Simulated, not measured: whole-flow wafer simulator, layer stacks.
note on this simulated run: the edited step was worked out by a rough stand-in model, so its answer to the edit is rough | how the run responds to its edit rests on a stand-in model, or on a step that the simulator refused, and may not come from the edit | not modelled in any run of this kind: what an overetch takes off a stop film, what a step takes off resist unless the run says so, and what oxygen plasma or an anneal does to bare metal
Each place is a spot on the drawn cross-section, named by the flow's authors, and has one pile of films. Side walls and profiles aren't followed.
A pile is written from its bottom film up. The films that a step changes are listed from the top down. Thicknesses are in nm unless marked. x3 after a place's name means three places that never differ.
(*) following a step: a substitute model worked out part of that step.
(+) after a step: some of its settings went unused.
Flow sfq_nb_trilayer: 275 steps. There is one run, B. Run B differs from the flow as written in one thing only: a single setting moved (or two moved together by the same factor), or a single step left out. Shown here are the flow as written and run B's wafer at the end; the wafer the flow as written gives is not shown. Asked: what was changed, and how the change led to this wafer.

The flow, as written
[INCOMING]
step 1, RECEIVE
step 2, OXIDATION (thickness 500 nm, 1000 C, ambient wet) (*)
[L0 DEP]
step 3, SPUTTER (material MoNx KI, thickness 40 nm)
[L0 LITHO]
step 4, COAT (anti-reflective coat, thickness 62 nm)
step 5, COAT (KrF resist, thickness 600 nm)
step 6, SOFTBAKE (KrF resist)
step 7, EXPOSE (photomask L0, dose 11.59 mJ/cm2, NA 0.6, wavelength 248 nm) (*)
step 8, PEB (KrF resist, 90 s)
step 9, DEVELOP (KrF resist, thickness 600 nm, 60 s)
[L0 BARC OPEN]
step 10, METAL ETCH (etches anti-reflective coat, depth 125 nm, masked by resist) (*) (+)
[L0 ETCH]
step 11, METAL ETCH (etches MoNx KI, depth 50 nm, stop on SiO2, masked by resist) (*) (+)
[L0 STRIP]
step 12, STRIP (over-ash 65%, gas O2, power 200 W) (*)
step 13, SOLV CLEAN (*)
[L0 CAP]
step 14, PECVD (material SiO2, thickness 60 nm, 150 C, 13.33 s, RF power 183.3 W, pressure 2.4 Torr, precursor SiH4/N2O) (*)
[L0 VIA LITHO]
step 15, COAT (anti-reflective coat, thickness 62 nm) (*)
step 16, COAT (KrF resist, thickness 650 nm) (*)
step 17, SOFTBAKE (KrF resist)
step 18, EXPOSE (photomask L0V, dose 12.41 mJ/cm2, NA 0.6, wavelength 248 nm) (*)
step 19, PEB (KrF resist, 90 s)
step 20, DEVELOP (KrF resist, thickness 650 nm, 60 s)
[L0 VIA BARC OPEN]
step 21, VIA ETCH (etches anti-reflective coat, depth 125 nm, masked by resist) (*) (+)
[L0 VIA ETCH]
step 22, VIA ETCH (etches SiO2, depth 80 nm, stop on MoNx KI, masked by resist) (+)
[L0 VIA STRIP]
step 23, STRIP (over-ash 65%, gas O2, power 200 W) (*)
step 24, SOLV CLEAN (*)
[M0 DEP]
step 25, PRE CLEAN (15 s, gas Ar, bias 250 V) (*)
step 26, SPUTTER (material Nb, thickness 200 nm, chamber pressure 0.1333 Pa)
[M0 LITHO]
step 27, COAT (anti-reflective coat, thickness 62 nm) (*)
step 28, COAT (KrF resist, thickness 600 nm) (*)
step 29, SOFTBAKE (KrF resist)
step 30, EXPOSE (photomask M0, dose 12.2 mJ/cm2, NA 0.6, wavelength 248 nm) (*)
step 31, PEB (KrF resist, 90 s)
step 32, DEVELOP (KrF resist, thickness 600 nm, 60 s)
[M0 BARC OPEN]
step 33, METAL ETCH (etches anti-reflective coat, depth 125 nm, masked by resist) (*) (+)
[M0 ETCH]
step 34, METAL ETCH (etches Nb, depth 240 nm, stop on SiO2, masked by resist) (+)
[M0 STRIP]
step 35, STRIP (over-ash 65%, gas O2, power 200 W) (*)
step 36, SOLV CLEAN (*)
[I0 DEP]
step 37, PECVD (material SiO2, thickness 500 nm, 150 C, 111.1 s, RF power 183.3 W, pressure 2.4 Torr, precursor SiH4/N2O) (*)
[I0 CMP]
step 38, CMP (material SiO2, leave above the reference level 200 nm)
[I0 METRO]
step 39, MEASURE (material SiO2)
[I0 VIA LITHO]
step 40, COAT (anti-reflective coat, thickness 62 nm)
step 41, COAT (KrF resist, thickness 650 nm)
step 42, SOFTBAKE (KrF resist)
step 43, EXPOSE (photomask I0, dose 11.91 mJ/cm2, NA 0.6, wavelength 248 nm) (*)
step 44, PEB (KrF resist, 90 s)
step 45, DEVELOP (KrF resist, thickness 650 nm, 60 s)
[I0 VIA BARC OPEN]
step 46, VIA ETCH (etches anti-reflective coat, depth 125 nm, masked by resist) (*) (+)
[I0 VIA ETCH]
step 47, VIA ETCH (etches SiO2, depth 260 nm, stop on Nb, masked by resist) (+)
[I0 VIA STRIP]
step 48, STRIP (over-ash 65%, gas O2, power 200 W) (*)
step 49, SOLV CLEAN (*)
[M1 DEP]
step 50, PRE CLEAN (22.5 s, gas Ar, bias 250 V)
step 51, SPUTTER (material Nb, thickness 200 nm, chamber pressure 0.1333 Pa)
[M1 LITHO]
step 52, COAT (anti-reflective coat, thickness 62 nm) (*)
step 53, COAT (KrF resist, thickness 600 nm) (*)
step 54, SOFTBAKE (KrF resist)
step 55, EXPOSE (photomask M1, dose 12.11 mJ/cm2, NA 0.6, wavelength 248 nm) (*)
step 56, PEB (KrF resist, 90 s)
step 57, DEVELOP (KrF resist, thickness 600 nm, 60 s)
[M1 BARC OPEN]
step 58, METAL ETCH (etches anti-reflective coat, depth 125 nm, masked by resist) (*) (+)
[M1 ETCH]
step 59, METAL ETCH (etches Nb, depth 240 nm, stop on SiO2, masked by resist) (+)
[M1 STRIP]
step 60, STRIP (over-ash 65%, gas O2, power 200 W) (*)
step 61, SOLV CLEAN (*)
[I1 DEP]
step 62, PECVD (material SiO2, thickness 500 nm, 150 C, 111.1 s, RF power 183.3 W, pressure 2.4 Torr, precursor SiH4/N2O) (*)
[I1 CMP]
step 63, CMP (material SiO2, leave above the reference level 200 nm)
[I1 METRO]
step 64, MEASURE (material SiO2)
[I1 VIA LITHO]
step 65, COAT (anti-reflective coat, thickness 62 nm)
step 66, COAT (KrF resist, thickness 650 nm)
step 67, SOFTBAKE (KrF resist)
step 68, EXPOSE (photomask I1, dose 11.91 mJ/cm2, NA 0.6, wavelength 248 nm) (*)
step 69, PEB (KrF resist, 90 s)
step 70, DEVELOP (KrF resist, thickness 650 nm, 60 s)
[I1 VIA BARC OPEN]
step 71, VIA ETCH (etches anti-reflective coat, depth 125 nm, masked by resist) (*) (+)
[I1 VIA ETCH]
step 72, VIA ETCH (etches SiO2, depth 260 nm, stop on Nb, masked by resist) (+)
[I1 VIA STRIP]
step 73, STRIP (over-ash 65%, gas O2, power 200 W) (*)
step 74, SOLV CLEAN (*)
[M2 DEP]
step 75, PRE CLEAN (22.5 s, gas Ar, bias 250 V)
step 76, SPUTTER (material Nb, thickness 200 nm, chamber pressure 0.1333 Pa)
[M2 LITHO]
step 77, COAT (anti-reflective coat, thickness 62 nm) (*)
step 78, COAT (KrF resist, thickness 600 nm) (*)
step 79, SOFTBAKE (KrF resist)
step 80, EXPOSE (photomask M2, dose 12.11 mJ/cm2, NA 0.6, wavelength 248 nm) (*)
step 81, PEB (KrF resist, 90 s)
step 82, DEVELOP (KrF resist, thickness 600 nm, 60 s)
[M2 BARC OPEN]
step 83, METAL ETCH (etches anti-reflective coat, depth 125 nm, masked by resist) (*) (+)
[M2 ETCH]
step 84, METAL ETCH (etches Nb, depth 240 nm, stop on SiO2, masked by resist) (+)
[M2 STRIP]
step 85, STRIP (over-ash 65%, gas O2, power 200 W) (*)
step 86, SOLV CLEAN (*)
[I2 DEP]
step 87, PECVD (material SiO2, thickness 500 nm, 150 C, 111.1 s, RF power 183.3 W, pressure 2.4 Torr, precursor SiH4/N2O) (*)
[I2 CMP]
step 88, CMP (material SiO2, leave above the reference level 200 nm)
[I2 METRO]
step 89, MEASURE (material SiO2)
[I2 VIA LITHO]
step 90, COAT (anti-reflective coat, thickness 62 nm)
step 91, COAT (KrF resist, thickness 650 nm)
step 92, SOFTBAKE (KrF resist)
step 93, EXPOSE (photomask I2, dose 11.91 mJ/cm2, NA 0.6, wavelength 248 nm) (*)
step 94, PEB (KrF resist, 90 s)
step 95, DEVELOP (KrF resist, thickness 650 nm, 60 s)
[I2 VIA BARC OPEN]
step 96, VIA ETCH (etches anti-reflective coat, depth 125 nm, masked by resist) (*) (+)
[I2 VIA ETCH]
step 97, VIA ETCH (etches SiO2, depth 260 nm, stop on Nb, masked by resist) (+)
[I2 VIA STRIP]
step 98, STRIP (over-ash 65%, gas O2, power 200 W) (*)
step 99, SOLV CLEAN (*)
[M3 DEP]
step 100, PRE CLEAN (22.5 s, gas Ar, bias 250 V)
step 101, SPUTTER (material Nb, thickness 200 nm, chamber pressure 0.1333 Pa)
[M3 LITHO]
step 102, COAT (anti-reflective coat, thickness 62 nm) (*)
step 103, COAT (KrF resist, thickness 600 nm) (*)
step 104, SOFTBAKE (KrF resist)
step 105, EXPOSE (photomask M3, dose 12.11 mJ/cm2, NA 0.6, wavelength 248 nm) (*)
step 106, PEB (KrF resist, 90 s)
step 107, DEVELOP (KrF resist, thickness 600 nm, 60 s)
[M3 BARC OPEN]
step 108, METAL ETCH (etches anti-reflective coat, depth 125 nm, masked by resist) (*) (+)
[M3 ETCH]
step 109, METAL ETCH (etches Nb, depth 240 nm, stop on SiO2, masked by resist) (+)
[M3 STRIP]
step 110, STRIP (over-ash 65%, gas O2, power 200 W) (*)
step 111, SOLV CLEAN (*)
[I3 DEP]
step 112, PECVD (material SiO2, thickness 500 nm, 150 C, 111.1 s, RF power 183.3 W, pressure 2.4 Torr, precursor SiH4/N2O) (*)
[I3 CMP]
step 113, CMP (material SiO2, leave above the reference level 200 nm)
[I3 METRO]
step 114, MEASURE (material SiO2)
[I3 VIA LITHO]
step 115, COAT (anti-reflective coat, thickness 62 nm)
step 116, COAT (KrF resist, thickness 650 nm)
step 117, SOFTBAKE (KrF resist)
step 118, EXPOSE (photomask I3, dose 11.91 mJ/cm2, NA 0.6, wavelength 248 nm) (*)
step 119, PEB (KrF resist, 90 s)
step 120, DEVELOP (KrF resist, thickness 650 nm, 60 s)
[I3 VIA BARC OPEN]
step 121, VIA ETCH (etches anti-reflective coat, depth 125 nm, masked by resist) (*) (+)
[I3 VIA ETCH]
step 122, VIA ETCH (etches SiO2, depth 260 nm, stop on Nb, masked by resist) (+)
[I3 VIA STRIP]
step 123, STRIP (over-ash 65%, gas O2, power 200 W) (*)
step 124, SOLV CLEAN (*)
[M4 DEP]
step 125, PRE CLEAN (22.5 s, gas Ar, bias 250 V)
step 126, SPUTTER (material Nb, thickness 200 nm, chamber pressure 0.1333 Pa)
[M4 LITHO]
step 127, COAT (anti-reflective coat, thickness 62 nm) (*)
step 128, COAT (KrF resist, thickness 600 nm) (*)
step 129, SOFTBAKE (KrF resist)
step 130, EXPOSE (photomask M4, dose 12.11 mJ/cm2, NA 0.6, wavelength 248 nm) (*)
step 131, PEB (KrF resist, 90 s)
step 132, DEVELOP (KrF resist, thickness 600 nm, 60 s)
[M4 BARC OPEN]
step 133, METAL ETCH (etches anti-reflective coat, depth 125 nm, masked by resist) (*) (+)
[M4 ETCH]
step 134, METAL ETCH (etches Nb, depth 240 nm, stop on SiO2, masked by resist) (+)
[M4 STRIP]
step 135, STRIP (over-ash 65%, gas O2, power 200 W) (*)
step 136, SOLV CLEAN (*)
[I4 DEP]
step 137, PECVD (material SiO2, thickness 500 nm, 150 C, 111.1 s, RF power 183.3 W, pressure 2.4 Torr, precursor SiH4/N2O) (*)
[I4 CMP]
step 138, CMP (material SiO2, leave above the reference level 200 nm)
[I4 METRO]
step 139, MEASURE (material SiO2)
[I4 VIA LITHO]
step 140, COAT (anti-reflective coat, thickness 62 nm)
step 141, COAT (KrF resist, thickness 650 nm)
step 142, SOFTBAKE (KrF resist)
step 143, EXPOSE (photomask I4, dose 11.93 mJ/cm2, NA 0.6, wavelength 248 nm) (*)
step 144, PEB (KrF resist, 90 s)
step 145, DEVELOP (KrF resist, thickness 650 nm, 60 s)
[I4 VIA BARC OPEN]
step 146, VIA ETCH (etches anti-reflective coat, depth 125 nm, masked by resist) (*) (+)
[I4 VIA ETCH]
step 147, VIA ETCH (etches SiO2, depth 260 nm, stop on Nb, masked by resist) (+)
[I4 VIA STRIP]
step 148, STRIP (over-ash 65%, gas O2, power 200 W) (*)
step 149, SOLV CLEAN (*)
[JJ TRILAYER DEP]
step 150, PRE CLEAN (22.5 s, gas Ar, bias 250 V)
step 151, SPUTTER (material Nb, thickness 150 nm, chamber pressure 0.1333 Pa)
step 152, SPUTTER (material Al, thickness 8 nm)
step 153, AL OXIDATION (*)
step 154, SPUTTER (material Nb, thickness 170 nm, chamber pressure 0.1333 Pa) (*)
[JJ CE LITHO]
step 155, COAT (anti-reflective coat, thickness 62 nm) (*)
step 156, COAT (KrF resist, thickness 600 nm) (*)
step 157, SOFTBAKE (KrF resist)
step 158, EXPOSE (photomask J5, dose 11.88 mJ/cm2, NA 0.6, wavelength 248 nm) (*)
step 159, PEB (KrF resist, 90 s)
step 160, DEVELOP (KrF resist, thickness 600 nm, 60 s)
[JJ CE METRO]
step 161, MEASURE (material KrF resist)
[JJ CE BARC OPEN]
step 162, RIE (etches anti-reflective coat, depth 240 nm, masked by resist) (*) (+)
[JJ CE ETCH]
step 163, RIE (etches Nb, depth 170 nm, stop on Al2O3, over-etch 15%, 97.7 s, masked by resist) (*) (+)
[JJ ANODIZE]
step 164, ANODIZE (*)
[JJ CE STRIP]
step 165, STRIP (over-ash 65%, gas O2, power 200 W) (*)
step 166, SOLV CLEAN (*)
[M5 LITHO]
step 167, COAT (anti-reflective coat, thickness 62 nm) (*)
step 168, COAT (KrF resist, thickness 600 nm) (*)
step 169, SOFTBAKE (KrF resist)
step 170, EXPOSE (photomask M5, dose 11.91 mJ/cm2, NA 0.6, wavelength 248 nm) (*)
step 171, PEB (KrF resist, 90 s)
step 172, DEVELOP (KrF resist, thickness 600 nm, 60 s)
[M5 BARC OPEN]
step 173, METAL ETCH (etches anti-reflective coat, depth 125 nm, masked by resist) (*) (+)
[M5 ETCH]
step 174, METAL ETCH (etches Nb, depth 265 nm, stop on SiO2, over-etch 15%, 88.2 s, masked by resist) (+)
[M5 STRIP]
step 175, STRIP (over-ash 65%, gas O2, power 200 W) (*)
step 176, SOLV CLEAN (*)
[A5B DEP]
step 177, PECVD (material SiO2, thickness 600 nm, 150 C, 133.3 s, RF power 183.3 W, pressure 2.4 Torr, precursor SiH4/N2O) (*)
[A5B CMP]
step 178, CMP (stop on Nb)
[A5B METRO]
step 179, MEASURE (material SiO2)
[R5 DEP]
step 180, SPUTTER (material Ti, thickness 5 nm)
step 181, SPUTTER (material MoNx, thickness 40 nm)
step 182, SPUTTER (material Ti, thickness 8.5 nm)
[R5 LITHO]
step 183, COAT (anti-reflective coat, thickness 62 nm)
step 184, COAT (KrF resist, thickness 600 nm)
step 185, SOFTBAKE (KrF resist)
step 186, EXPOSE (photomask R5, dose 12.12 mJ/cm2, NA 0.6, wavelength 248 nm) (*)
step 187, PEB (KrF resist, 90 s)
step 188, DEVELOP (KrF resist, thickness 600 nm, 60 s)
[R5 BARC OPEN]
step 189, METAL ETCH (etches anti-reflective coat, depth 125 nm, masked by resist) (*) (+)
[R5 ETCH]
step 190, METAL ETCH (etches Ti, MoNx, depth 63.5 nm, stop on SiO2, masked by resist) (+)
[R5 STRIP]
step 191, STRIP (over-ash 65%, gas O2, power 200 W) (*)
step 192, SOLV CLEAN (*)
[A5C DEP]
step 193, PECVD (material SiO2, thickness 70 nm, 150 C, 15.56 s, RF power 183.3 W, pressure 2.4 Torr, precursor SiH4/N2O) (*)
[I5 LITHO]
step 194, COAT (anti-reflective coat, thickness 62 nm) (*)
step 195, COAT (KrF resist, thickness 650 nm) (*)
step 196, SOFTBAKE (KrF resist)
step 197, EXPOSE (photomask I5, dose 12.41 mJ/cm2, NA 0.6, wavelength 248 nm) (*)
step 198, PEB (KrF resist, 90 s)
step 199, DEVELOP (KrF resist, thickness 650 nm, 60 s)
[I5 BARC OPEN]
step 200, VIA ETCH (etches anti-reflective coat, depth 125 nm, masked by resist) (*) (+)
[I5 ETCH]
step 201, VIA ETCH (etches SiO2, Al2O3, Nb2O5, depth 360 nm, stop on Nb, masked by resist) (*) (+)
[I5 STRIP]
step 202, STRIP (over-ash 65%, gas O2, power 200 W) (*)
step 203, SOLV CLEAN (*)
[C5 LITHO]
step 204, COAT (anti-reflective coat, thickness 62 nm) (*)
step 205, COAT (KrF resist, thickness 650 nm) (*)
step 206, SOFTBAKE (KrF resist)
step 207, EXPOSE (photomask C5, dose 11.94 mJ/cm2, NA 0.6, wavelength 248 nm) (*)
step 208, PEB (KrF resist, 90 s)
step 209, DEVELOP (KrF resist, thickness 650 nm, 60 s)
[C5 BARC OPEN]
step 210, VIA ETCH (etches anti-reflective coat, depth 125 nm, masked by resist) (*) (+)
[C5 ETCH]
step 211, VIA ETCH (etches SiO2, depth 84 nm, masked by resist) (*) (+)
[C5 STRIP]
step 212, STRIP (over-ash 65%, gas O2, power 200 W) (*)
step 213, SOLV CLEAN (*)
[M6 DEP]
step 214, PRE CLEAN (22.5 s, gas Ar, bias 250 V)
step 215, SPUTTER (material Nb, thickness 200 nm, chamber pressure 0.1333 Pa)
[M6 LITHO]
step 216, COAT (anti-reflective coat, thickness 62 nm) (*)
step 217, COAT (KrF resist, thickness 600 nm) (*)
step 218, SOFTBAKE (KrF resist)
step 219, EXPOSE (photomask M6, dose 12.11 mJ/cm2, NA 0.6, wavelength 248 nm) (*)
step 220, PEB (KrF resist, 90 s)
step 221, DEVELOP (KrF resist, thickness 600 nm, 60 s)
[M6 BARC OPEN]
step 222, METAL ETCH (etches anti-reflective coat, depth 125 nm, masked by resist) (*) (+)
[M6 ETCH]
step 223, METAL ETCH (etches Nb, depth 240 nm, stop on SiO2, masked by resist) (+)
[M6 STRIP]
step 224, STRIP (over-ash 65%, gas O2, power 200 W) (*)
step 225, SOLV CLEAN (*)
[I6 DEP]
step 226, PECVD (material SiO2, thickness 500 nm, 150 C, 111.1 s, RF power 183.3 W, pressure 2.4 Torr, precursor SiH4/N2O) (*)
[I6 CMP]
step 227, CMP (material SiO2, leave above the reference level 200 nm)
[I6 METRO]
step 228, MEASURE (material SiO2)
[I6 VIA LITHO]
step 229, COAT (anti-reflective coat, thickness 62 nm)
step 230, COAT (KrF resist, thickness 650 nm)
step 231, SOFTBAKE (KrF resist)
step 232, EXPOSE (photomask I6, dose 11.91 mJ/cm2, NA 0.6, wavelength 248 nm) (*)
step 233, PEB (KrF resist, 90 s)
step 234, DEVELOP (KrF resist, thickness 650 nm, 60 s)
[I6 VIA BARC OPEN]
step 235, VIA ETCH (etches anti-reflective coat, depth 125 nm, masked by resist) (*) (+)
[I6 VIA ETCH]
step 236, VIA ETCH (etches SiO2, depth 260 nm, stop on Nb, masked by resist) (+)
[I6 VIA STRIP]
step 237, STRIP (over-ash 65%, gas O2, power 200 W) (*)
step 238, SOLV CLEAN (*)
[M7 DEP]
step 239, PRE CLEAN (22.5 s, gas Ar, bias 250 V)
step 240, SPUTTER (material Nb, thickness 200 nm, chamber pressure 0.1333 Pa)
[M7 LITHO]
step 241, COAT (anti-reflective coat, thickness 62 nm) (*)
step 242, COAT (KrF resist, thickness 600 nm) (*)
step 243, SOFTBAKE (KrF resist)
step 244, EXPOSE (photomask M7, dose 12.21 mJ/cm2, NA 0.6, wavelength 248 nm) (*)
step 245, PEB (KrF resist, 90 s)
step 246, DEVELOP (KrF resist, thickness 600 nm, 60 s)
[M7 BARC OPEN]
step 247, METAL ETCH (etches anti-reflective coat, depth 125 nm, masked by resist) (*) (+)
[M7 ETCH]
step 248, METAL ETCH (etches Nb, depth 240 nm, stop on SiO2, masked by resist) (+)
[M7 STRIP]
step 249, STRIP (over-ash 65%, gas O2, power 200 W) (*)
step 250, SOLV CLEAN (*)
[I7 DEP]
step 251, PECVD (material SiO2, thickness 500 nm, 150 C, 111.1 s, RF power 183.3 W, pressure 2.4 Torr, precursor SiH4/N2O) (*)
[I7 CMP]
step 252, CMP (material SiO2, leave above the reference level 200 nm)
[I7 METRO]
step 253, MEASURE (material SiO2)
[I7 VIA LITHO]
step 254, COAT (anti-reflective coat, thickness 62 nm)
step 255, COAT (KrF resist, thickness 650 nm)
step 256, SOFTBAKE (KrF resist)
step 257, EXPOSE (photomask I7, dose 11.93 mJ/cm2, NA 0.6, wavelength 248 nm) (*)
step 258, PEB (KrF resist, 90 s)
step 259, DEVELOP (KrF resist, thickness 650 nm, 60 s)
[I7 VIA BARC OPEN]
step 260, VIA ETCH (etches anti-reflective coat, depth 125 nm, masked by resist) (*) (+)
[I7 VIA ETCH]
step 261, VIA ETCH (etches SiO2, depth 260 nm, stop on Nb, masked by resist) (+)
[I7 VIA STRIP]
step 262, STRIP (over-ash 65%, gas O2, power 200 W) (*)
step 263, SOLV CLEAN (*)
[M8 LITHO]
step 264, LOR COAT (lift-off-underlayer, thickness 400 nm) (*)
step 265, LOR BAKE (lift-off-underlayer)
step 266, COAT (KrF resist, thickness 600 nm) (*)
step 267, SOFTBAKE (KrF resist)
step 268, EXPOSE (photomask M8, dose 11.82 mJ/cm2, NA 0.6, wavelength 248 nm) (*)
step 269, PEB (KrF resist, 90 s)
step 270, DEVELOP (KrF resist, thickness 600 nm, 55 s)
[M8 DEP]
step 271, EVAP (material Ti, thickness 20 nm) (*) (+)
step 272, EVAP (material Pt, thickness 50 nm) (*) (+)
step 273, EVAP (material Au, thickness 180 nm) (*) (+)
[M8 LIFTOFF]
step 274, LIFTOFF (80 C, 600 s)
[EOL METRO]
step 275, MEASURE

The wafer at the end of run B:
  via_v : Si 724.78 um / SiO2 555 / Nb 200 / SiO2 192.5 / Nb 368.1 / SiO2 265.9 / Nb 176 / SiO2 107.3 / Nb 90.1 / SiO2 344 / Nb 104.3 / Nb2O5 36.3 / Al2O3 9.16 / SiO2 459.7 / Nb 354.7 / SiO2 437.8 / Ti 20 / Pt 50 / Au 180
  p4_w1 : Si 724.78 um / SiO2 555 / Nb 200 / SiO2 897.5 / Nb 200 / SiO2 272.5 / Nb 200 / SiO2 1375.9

Cause: step 87, PECVD: thickness 320 nm was run, though the flow has thickness 500 nm; step 87, PECVD: 71.11 s was run, where the flow has 111.1 s.

How this came from the change, step by step:
  step 87, PECVD (material SiO2, thickness 500 nm, 150 C, 111.1 s, RF power 183.3 W, pressure 2.4 Torr, precursor SiH4/N2O) (*)
      field_l, be, be_sur and 81 more: +320 SiO2 (it would be, as written: +500 SiO2)
      v_sur, via_wl, via_w and 18 more: +320 SiO2 (new film) (it would be, as written: +500 SiO2 (new film))
      (also at 1 further place)
  step 88, CMP (material SiO2, leave above the reference level 200 nm)
      field_l, be, be_sur and 81 more: nothing (it would be, as written: -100 SiO2)
      via_v: nothing (it would be, as written: -181.6 SiO2)
      (also at 21 further places)
  step 90, COAT (anti-reflective coat, thickness 62 nm)
      m0r_line_l, m0r_line_r, m6r_line_l, m6r_line_r, m7r_line_l, m7r_line_r: +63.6 anti-reflective coat (new film) (it would be, as written: +62 anti-reflective coat (new film))
      wl_a_m6, wl_a_sr, wl_b_sl, wl_b_m5: +60.1 anti-reflective coat (new film) (it would be, as written: +62 anti-reflective coat (new film))
      (also at 60 further places)
  step 91, COAT (KrF resist, thickness 650 nm)
      m0r_line_l, m0r_line_r, m6r_line_l, m6r_line_r, m7r_line_l, m7r_line_r: +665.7 KrF resist (new film) (it would be, as written: +650 KrF resist (new film))
      m5r_linepad_l, m5r_linepad_r: +633 KrF resist (new film) (it would be, as written: +650 KrF resist (new film))
      (also at 25 further places)
  step 95, DEVELOP (KrF resist, thickness 650 nm, 60 s)
      via_w: -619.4 KrF resist (all of it) (it would be, as written: -648.6 KrF resist (all of it))
  step 96, VIA ETCH (etches anti-reflective coat, depth 125 nm, masked by resist) (*) (+)
      field_l, v_sur, via_wl and 102 more: -46.2 KrF resist (it would be, as written: -51.7 KrF resist)
      via_w: -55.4 anti-reflective coat (all of it), -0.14 SiO2 (it would be, as written: -62 anti-reflective coat (all of it), -0.16 SiO2)
  step 98, STRIP (over-ash 65%, gas O2, power 200 W) (*)
      m0r_line_l, m6r_line_l, m7r_line_l: -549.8 KrF resist (all of it), -63.6 anti-reflective coat (all of it) (it would be, as written: -528.6 KrF resist (all of it), -62 anti-reflective coat (all of it))
      m0r_space_l, m6r_space_l, m7r_space_l: -543.2 KrF resist (all of it), -73.4 anti-reflective coat (all of it) (it would be, as written: -528.6 KrF resist (all of it), -62 anti-reflective coat (all of it))
      (also at 69 further places)
  step 101, SPUTTER (material Nb, thickness 200 nm, chamber pressure 0.1333 Pa)
      via_v: +176 Nb (new film) (it would be, as written: +200 Nb (new film))
  step 102, COAT (anti-reflective coat, thickness 62 nm) (*)
      m0r_line_l, m0r_line_r, m6r_line_l, m6r_line_r, m7r_line_l, m7r_line_r: +63.6 anti-reflective coat (new film) (it would be, as written: +62 anti-reflective coat (new film))
      m0r_space_l, m0r_space_r, m6r_space_l, m6r_space_r, m7r_space_l, m7r_space_r: +71.2 anti-reflective coat (new film) (it would be, as written: +62 anti-reflective coat (new film))
      (also at 55 further places)
  step 103, COAT (KrF resist, thickness 600 nm) (*)
      m0r_line_l, m0r_line_r, m6r_line_l, m6r_line_r, m7r_line_l, m7r_line_r: +613.9 KrF resist (new film) (it would be, as written: +600 KrF resist (new film))
      m5r_linepad_l, m5r_linepad_r: +582.8 KrF resist (new film) (it would be, as written: +600 KrF resist (new film))
      (also at 27 further places)
  step 107, DEVELOP (KrF resist, thickness 600 nm, 60 s)
      m0r_line_l, m0r_line_r, m6r_line_l, m6r_line_r, m7r_line_l, m7r_line_r: -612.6 KrF resist (all of it) (it would be, as written: -598.7 KrF resist (all of it))
      m5r_linepad_l, m5r_linepad_r: -581.6 KrF resist (all of it) (it would be, as written: -598.7 KrF resist (all of it))
      (also at 14 further places)
  step 108, METAL ETCH (etches anti-reflective coat, depth 125 nm, masked by resist) (*) (+)
      v_sur, via_wl, via_w and 28 more: -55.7 KrF resist (it would be, as written: -51.7 KrF resist)
      m0r_line_l, m0r_line_r, m6r_line_l, m6r_line_r, m7r_line_l, m7r_line_r: -63.6 anti-reflective coat (all of it) (it would be, as written: -62 anti-reflective coat (all of it))
      (also at 39 further places)
  step 110, STRIP (over-ash 65%, gas O2, power 200 W) (*)
      wl_a_sl, wl_b_sr: -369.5 KrF resist (all of it), -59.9 anti-reflective coat (all of it) (it would be, as written: -382.4 KrF resist (all of it), -62 anti-reflective coat (all of it))
      wl_a_m6, wl_b_m5: -370 KrF resist (all of it), -60 anti-reflective coat (all of it) (it would be, as written: -382.4 KrF resist (all of it), -62 anti-reflective coat (all of it))
      (also at 18 further places)
  step 112, PECVD (material SiO2, thickness 500 nm, 150 C, 111.1 s, RF power 183.3 W, pressure 2.4 Torr, precursor SiH4/N2O) (*)
      via_v: +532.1 SiO2 (new film) (it would be, as written: +500 SiO2 (new film))
  step 113, CMP (material SiO2, leave above the reference level 200 nm)
      field_l, be, be_sur and 64 more: -20 SiO2 (it would be, as written: -100 SiO2)
      p4_w1, p4_w2, p4_w3 and 6 more: -220 SiO2 (it would be, as written: -300 SiO2)
      (also at 9 further places)
  step 122, VIA ETCH (etches SiO2, depth 260 nm, stop on Nb, masked by resist) (+)
      via_v: -260 SiO2 (it would be, as written: -199.8 SiO2 (all of it))
  ... 24 other steps ...
  step 178, CMP (stop on Nb)
      via_v: -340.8 SiO2 (it would be, as written: -453.5 SiO2)
Taking metal films that touch as one body, via_v has 7 bodies (between them, from the top down: SiO2 437.8; SiO2 459.7 / Al2O3 9.16 / Nb2O5 36.3; SiO2 344; SiO2 107.3; SiO2 265.9; SiO2 192.5); the flow as written gives 6 bodies (between them, from the top down: SiO2 437.8; SiO2 209 / Al2O3 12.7 / Nb2O5 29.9; SiO2 425.9; SiO2 416.9; SiO2 192.5).
